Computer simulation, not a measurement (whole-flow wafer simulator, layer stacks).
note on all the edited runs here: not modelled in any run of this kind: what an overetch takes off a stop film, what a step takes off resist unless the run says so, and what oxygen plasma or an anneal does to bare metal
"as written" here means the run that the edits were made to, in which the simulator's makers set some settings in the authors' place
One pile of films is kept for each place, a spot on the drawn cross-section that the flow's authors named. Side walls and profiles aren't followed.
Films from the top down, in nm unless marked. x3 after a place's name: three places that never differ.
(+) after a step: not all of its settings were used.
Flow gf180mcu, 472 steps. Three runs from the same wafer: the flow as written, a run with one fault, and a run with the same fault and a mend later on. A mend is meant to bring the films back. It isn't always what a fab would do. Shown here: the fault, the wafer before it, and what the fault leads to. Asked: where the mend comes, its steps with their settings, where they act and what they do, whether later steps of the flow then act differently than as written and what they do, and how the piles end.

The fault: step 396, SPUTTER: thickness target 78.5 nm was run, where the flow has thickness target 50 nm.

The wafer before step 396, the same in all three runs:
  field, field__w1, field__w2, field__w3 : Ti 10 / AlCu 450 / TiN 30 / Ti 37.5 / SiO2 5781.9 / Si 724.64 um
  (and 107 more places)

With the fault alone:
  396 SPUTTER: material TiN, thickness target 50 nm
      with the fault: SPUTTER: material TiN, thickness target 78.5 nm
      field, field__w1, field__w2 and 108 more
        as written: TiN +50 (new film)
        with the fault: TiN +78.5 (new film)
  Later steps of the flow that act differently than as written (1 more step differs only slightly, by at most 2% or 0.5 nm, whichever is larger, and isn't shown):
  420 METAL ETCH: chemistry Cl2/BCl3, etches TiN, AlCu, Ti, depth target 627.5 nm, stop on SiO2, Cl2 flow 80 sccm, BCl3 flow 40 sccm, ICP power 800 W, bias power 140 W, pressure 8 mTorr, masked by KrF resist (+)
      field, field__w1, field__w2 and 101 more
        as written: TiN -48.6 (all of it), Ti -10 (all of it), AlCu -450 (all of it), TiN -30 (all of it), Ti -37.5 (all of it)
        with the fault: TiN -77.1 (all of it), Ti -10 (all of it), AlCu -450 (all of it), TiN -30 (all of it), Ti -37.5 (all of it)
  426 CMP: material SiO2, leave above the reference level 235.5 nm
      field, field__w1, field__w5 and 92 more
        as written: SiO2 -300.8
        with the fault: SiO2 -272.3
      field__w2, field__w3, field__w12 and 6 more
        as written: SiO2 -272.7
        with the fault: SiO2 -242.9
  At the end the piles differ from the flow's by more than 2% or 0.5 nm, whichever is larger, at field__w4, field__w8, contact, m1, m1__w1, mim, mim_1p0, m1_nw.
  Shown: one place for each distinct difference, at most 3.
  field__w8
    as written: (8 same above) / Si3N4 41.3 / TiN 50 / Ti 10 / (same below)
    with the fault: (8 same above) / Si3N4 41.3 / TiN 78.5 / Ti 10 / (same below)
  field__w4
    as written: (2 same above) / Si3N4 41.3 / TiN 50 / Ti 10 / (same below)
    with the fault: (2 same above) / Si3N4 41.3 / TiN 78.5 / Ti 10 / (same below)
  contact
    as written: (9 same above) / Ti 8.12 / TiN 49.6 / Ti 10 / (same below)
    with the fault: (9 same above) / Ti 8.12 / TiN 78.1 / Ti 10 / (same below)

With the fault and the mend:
  The mend comes after step 396.
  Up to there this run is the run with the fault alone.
  396a METAL ETCH: chemistry Cl2/BCl3, etches TiN, AlCu, Ti, depth target 28.5 nm, Cl2 flow 80 sccm, BCl3 flow 40 sccm, ICP power 800 W, bias power 140 W, pressure 8 mTorr (the flow's step 260 once more, with other settings)
      field, field__w1, field__w2 and 108 more
        TiN -28.5
  No later step of the flow acts differently than as written at any place that is followed.
  At the end the piles are the same as the flow's at every place that both follow.
